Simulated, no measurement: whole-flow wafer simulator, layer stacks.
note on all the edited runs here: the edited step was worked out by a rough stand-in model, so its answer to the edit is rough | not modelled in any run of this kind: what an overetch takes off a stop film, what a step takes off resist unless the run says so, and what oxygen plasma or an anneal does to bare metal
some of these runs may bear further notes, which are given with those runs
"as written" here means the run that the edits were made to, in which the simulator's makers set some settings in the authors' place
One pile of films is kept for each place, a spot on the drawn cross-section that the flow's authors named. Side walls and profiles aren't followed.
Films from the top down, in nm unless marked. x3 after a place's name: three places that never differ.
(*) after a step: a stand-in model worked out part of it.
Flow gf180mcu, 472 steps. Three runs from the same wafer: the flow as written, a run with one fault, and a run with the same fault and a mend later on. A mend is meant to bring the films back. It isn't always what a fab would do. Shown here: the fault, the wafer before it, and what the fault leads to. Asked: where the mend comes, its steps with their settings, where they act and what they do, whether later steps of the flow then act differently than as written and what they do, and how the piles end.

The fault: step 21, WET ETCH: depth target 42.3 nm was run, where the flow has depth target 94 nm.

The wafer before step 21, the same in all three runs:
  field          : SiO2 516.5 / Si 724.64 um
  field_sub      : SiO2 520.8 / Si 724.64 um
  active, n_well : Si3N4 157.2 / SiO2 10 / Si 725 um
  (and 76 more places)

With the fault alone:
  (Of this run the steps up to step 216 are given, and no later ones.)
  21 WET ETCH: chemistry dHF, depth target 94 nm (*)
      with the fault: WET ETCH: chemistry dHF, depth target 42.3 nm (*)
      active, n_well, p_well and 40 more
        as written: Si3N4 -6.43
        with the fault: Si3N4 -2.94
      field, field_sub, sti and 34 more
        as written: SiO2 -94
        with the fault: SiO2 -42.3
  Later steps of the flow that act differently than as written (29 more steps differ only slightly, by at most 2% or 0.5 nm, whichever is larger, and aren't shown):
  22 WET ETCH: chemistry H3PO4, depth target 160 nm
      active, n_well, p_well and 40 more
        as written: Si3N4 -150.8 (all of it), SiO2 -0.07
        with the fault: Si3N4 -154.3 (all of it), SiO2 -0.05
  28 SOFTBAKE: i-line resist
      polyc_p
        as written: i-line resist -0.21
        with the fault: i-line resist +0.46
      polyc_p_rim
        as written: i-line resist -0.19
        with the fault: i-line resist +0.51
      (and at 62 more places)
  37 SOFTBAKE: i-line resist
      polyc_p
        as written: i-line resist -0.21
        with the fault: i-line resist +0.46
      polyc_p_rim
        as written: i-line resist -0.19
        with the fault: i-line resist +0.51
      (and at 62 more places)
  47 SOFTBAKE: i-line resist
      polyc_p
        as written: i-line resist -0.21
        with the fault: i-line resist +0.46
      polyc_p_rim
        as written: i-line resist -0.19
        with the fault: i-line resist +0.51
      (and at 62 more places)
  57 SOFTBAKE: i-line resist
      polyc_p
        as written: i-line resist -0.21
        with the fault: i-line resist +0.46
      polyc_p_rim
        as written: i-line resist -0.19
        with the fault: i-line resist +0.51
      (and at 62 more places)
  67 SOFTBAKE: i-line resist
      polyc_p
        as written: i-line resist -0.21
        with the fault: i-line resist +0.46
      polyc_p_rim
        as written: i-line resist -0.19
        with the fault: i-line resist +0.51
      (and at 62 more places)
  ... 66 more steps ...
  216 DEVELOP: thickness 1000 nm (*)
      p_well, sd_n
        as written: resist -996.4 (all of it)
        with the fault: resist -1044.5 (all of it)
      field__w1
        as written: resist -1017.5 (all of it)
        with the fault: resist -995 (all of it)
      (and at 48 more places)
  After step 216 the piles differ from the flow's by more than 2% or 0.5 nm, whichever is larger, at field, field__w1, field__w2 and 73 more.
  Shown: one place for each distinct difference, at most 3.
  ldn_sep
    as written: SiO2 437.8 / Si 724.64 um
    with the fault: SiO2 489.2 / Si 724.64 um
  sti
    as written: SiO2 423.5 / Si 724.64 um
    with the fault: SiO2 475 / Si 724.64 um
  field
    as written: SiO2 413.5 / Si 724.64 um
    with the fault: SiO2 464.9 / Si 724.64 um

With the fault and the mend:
  The mend comes after step 21.
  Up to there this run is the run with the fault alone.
  21a WET ETCH: chemistry dHF, depth target 51.7 nm (the flow's step 21 once more, with other settings)
      field, field_sub, sti and 34 more
        SiO2 -51.7
  Later steps of the flow that act differently than as written (7 more steps differ only slightly, by at most 2% or 0.5 nm, whichever is larger, and aren't shown):
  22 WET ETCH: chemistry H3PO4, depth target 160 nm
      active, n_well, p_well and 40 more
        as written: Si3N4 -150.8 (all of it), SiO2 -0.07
        with the mend: Si3N4 -154.3 (all of it), SiO2 -0.05
  At the end the piles are the same as the flow's at every place that both follow.
